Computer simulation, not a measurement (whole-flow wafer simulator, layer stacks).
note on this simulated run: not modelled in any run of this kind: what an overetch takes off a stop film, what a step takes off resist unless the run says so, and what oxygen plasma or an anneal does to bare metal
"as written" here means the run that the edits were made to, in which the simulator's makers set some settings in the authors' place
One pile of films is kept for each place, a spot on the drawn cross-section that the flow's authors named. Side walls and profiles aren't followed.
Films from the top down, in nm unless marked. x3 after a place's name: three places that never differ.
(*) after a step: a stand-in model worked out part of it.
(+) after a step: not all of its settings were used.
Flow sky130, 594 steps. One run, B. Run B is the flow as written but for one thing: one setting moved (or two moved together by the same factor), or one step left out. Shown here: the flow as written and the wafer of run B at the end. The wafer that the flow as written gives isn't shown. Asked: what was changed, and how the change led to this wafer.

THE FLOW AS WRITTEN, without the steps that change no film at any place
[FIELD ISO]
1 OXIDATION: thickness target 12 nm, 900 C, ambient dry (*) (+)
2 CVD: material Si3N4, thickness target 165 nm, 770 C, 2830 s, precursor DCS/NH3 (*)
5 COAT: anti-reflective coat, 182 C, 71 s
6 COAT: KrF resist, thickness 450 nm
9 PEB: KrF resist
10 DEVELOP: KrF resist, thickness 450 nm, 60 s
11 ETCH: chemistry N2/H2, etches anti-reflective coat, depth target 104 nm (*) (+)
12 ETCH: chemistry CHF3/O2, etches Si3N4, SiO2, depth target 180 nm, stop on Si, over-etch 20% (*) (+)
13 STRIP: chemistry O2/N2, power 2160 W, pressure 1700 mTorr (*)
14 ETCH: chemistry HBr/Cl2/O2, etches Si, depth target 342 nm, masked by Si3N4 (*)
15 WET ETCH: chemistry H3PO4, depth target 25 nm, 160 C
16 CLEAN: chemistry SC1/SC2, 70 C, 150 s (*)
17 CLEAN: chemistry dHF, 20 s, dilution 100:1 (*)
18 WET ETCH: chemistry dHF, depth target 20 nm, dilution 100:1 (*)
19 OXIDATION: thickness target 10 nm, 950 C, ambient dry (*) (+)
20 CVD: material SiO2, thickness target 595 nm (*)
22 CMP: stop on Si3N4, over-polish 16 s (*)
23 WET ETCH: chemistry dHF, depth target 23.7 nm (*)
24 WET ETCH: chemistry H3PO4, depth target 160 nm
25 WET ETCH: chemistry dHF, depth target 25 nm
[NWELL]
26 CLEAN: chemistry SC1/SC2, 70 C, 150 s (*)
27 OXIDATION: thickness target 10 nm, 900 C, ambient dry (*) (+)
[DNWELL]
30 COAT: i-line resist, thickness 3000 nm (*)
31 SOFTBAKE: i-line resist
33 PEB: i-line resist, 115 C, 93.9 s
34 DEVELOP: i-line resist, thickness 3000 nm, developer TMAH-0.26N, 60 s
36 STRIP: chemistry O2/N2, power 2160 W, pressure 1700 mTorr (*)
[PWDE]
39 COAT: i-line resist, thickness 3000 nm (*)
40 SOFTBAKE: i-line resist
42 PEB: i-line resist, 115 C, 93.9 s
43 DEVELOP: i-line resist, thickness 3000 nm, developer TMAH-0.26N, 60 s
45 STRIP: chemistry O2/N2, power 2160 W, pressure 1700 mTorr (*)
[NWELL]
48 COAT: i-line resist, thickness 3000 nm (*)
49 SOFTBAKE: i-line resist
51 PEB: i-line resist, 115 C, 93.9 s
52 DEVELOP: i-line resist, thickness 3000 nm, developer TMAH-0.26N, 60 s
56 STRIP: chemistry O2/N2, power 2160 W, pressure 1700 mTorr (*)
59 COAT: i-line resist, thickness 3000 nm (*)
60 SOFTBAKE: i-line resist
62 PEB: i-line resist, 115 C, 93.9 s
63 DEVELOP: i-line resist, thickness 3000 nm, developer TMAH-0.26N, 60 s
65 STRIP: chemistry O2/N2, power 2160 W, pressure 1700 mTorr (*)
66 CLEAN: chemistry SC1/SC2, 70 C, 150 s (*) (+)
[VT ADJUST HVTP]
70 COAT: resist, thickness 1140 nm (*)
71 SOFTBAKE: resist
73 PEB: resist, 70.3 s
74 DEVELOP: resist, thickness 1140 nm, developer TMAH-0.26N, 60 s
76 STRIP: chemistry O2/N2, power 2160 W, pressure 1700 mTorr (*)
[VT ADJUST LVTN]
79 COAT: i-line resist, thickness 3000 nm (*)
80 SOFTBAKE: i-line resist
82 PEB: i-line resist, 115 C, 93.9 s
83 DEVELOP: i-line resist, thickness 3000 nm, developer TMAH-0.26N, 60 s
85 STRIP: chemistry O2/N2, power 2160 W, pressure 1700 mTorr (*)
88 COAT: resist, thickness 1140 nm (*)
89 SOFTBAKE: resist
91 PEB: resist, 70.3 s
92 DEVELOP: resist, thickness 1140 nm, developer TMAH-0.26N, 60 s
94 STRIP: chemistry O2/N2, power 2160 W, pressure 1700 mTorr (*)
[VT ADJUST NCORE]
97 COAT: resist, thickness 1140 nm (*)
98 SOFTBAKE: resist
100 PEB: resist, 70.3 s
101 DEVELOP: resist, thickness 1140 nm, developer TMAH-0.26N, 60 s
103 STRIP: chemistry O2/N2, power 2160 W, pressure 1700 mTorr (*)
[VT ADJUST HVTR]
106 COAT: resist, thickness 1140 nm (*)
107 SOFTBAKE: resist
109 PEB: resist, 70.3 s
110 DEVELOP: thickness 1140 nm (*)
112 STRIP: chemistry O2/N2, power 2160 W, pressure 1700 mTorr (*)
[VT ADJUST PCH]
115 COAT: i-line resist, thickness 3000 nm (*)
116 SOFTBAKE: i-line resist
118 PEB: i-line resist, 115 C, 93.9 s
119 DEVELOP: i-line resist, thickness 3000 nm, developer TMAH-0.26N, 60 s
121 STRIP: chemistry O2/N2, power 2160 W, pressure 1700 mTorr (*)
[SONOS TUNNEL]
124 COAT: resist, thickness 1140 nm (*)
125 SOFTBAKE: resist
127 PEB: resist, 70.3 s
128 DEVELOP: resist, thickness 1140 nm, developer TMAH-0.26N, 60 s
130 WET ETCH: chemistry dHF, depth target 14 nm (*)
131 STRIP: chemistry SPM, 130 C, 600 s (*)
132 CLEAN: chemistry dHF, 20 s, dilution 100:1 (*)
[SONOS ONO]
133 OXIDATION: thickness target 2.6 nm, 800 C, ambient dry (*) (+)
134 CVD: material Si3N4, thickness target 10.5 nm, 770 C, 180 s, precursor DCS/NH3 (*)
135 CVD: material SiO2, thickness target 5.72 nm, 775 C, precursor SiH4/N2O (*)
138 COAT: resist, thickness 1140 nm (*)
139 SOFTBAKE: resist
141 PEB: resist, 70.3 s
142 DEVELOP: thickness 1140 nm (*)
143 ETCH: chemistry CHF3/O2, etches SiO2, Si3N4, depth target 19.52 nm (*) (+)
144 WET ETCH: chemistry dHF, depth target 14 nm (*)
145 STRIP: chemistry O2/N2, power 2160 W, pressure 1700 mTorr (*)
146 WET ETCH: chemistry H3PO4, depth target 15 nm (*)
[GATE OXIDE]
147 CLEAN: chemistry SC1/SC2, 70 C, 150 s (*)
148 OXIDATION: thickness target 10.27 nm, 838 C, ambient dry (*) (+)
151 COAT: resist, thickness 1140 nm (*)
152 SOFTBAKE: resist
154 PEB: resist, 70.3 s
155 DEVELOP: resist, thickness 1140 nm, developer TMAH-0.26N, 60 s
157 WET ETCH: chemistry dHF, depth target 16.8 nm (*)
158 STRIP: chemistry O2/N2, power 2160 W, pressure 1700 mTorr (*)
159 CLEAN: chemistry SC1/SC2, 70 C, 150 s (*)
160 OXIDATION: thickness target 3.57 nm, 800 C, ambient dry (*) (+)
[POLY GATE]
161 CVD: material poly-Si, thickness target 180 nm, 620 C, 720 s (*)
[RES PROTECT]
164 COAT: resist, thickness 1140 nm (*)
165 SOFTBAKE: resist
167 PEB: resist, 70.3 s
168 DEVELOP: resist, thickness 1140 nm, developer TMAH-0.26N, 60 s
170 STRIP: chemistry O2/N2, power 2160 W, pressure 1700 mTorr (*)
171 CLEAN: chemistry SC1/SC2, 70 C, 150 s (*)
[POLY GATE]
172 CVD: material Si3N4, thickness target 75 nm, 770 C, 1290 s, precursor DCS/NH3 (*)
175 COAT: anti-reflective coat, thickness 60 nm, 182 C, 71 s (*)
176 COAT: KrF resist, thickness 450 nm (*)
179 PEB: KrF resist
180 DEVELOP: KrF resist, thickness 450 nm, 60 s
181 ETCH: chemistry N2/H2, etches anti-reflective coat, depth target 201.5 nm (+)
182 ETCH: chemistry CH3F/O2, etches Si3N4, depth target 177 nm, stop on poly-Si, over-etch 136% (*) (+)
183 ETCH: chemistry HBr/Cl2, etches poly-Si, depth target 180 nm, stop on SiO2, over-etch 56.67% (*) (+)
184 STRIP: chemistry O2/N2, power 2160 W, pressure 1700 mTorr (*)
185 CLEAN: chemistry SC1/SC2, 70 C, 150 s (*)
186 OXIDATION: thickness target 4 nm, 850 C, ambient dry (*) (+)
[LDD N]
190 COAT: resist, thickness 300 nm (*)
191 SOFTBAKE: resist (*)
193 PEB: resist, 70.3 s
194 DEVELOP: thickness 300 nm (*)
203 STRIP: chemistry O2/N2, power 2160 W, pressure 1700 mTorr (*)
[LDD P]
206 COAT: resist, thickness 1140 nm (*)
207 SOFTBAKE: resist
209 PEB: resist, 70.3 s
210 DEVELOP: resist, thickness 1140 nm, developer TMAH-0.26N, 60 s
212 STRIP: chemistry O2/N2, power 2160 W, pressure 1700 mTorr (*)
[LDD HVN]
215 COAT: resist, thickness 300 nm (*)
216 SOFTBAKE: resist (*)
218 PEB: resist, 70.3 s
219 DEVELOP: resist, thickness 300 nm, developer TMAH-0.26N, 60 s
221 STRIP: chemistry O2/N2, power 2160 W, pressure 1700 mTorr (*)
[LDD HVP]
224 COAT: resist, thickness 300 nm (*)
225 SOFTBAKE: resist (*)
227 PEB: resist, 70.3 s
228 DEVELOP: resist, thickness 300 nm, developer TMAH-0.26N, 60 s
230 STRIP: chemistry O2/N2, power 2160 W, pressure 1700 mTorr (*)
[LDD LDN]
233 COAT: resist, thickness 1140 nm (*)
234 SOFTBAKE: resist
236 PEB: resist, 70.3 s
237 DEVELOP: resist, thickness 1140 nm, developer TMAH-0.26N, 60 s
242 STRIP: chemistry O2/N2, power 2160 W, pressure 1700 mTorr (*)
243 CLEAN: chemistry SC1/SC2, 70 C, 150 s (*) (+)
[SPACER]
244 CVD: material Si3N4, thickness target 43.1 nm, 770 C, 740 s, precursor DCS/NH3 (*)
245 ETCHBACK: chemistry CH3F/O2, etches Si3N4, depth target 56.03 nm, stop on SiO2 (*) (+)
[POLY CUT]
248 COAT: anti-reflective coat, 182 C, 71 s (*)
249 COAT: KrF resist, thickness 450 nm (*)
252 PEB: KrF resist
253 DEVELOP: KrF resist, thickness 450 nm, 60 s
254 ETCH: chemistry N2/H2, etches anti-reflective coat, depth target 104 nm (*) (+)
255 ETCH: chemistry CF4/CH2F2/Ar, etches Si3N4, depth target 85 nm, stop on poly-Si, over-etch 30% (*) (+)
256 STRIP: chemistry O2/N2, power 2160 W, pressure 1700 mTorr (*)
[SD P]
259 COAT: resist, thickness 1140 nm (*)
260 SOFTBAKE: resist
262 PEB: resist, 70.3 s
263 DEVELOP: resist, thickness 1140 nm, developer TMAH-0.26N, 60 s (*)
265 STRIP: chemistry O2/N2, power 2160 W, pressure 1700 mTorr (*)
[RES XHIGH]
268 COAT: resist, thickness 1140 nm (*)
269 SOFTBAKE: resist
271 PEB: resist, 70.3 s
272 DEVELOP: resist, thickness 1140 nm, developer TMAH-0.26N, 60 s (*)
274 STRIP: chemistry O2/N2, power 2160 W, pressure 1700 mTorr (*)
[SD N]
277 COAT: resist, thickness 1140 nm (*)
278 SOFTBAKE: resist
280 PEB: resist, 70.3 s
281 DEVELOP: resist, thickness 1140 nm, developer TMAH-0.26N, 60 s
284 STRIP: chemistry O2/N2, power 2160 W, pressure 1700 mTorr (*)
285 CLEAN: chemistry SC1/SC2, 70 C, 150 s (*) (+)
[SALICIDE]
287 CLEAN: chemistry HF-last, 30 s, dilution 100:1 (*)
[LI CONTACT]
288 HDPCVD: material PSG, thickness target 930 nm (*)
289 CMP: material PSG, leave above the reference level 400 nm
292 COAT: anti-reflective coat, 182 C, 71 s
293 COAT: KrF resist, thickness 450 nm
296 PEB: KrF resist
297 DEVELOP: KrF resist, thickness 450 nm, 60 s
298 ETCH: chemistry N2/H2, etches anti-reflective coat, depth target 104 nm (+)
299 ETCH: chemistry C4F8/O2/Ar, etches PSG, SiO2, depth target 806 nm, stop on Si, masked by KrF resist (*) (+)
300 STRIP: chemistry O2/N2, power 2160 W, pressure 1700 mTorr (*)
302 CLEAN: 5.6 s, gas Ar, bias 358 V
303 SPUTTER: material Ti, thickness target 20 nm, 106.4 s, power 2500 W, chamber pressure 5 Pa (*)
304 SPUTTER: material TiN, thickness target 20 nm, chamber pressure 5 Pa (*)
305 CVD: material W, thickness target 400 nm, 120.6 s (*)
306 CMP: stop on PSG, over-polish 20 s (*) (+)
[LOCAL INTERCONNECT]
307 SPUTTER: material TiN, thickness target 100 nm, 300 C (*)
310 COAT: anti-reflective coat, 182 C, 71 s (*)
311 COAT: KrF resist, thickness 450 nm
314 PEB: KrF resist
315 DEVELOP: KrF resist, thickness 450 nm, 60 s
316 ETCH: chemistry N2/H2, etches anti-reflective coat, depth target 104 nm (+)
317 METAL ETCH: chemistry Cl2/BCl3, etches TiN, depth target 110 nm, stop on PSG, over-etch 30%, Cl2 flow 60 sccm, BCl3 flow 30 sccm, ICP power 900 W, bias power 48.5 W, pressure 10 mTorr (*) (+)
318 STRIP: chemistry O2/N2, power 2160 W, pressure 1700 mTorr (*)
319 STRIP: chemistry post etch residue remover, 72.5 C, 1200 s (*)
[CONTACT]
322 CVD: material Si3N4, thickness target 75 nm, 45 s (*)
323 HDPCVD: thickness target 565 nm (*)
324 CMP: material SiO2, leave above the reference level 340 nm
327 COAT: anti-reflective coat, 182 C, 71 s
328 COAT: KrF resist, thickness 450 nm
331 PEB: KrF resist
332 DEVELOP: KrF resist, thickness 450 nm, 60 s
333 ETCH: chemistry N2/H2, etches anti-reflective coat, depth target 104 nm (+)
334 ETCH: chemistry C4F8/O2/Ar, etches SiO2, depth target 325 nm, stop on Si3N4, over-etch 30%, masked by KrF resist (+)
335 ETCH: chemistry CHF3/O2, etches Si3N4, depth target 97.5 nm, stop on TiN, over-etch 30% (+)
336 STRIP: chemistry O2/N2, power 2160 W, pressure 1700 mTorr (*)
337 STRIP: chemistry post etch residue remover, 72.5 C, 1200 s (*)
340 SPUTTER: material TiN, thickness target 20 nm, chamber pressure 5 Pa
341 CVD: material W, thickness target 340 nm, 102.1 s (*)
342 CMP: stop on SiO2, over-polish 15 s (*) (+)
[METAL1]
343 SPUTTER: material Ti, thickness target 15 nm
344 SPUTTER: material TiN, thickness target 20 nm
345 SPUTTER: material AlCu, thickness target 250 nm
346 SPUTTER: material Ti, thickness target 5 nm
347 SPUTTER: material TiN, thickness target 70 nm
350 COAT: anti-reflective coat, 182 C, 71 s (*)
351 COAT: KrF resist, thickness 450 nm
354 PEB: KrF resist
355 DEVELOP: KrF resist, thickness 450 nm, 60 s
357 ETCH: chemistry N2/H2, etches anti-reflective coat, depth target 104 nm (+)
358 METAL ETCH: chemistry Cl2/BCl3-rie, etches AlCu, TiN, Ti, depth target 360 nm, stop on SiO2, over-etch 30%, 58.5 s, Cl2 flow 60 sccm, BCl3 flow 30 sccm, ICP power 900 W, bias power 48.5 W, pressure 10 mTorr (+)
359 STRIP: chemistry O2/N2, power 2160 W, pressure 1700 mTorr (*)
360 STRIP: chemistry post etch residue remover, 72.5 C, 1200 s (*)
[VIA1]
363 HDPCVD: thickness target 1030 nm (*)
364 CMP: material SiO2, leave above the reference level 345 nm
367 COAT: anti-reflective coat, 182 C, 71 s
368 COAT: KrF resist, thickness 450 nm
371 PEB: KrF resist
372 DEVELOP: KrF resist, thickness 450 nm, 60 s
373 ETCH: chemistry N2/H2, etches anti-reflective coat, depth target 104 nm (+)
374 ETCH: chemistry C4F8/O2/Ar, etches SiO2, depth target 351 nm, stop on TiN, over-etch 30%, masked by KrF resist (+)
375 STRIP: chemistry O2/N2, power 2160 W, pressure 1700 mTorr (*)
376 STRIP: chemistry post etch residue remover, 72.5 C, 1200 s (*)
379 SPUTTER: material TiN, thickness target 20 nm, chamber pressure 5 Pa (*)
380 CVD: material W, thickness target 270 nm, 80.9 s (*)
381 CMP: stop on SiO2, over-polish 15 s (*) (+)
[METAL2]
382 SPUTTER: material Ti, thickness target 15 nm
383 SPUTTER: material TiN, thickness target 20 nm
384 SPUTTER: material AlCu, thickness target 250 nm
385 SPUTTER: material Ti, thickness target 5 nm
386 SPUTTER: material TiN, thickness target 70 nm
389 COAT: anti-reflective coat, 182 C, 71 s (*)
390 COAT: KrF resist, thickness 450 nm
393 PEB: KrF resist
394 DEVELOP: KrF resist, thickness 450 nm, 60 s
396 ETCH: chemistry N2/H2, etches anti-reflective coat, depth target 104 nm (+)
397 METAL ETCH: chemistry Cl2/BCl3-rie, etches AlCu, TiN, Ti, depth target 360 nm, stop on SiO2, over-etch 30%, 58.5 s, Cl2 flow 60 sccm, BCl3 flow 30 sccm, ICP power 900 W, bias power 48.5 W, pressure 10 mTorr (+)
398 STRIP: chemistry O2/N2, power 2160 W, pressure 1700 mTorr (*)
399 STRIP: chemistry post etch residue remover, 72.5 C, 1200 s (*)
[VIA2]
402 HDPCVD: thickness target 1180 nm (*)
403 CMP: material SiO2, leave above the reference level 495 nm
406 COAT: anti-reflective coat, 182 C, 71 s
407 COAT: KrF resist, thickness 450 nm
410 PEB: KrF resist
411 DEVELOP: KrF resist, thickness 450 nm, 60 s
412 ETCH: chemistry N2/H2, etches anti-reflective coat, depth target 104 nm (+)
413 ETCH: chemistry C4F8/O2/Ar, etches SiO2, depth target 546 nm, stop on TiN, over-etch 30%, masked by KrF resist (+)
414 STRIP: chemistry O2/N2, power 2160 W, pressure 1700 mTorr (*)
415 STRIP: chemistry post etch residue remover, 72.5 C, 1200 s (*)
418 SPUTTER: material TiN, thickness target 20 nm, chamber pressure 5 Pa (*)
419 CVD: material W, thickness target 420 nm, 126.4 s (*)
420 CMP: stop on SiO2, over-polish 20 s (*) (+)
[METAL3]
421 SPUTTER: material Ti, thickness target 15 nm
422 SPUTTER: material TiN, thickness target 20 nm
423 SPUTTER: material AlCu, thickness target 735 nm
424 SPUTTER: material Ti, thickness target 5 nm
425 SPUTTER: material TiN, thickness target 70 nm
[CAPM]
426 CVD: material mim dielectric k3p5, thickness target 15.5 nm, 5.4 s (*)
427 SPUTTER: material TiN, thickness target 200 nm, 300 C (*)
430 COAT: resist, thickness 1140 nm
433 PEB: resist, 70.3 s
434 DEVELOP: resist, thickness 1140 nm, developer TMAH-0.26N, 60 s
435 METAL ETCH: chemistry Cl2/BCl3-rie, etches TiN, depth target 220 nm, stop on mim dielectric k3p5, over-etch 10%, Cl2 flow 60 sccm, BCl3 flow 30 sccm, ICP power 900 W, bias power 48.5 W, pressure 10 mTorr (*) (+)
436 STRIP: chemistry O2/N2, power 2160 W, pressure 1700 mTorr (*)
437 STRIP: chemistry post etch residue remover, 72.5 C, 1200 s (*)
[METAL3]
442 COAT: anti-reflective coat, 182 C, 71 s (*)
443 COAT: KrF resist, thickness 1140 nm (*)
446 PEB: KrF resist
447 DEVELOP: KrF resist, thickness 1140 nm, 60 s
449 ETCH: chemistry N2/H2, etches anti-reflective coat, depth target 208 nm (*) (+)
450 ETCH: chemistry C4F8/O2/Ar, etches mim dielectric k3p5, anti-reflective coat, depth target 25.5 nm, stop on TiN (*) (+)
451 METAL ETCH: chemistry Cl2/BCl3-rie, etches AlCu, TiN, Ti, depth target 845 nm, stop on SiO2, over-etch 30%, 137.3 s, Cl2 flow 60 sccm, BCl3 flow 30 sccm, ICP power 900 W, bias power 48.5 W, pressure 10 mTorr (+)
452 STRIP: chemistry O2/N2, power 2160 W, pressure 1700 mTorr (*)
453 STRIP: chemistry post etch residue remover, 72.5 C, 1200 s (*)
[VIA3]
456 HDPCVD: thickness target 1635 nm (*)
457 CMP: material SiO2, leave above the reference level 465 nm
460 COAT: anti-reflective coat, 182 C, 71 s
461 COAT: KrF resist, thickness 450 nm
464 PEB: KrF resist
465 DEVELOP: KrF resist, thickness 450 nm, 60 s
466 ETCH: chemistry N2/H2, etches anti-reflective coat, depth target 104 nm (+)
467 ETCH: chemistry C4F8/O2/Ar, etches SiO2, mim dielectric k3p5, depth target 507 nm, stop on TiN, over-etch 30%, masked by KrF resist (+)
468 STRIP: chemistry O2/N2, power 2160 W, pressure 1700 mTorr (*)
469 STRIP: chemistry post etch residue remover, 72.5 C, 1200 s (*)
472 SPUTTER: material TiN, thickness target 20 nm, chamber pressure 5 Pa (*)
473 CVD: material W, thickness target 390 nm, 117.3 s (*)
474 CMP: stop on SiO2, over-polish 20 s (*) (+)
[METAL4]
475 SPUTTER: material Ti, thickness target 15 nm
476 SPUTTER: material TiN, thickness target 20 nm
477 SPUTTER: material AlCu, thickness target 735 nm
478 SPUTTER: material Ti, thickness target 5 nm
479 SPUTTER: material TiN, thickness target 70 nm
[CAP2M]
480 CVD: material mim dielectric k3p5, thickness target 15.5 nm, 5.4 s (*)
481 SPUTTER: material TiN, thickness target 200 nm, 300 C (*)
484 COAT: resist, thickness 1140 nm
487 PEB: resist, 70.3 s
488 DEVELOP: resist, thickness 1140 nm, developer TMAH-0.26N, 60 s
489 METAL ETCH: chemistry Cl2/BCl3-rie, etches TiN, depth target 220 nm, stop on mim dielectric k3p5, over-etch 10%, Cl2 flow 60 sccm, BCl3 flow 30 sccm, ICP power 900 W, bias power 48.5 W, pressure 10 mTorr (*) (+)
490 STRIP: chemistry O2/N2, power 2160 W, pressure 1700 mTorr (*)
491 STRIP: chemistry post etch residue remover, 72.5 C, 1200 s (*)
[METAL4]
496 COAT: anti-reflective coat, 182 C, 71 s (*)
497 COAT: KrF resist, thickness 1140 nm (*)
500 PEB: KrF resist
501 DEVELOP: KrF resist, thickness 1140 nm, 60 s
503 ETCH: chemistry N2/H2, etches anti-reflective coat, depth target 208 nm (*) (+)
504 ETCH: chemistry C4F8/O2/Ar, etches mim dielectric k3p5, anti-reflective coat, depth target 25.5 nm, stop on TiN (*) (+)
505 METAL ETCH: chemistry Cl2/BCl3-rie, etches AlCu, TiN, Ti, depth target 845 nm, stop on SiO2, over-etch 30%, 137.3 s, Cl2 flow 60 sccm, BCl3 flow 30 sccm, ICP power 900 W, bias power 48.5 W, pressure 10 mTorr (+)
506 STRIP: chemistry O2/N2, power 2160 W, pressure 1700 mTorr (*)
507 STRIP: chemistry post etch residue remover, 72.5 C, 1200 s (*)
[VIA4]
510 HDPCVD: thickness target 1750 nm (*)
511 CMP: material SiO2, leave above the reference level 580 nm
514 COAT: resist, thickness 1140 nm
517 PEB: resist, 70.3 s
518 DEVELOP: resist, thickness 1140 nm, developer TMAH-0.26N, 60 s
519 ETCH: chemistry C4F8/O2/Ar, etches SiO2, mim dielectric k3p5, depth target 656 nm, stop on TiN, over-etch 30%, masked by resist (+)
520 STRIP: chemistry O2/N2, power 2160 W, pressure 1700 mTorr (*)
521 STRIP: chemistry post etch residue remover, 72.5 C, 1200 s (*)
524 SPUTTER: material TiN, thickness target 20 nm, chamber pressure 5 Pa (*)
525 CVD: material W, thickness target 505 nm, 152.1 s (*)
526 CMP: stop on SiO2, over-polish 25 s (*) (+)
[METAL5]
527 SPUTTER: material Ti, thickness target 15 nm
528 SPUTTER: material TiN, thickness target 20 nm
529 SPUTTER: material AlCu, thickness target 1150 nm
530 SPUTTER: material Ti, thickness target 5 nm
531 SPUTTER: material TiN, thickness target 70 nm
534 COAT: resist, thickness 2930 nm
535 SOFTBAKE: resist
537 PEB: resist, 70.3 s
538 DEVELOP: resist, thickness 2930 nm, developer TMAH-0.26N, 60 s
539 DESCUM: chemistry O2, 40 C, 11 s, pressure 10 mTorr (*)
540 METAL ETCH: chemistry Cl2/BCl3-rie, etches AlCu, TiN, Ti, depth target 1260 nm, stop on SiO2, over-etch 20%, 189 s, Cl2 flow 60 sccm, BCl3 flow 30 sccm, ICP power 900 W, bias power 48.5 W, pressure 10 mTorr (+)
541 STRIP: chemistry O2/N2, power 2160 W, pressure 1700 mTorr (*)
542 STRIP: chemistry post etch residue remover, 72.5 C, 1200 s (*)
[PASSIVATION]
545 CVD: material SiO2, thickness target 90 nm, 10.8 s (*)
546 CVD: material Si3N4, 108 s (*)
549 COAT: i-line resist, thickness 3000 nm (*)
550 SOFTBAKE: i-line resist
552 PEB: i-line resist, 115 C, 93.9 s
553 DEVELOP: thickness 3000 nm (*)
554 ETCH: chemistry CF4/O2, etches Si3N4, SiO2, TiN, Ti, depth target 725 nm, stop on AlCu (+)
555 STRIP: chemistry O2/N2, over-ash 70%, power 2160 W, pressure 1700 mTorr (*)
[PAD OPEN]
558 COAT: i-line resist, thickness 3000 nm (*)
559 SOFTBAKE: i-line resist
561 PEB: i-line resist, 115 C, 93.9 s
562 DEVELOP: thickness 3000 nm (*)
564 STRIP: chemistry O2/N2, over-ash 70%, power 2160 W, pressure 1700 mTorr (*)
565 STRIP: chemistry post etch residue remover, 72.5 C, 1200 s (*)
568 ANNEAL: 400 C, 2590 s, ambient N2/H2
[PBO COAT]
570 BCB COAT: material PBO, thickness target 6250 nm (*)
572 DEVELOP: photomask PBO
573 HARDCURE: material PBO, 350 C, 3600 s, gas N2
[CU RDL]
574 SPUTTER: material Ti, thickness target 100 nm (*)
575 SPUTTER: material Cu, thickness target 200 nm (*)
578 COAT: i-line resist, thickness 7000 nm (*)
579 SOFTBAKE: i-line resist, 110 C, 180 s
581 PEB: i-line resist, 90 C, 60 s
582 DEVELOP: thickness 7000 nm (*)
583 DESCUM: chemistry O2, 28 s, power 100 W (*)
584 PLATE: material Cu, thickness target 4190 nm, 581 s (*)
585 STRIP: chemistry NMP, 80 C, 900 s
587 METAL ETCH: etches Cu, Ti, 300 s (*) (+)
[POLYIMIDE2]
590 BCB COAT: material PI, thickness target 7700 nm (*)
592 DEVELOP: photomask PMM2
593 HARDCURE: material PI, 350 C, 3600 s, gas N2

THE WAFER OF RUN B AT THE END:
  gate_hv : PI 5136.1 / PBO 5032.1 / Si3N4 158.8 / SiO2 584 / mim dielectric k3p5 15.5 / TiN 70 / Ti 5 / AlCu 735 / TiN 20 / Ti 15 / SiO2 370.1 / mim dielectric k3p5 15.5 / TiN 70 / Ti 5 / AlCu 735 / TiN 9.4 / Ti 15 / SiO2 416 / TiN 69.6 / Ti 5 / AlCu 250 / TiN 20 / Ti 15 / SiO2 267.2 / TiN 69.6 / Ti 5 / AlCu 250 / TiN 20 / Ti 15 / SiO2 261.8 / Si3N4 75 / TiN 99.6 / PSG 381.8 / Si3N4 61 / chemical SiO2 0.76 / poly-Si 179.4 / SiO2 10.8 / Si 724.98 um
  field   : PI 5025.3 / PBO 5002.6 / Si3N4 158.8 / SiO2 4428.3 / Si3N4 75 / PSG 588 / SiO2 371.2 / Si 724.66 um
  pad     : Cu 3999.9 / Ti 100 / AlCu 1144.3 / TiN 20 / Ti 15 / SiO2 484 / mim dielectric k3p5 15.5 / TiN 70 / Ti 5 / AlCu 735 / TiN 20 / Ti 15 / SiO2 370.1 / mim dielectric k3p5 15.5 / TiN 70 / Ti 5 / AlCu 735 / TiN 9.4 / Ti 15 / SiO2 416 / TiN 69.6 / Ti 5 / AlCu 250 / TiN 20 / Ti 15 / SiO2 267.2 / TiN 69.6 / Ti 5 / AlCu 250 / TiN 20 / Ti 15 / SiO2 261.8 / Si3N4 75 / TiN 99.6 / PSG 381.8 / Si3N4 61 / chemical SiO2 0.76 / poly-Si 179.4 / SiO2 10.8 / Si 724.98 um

The cause: step 422, SPUTTER: thickness target 9.4 nm was run, where the flow has thickness target 20 nm.
It can be read off the wafer: gate_hv has TiN 9.4, and step 422 as written asks for 20 nm.

How the change led to this, step by step:
  422 SPUTTER: material TiN, thickness target 20 nm
      field, active, n_well and 188 more: TiN +9.4 (new film) (as written it would be: TiN +20 (new film))
  451 METAL ETCH: chemistry Cl2/BCl3-rie, etches AlCu, TiN, Ti, depth target 845 nm, stop on SiO2, over-etch 30%, 137.3 s, Cl2 flow 60 sccm, BCl3 flow 30 sccm, ICP power 900 W, bias power 48.5 W, pressure 10 mTorr (+)
      field, gate, spacer and 68 more: TiN -70 (all of it), Ti -5 (all of it), AlCu -735 (all of it), TiN -9.4 (all of it), Ti -15 (all of it), SiO2 -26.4 (as written it would be: TiN -70 (all of it), Ti -5 (all of it), AlCu -735 (all of it), TiN -20 (all of it), Ti -15 (all of it), SiO2 -25.4)
      active, vpp_ln, vpp_iso2 and 11 more: TiN -70 (all of it), Ti -5 (all of it), AlCu -735 (all of it), TiN -9.4 (all of it), Ti -15 (all of it), SiO2 -26.4 (as written it would be: TiN -70 (all of it), Ti -5 (all of it), AlCu -735 (all of it), TiN -20 (all of it), Ti -15 (all of it), SiO2 -25.3)
  457 CMP: material SiO2, leave above the reference level 465 nm
      field, active, gate and 82 more: SiO2 -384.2 (as written it would be: SiO2 -374.7)
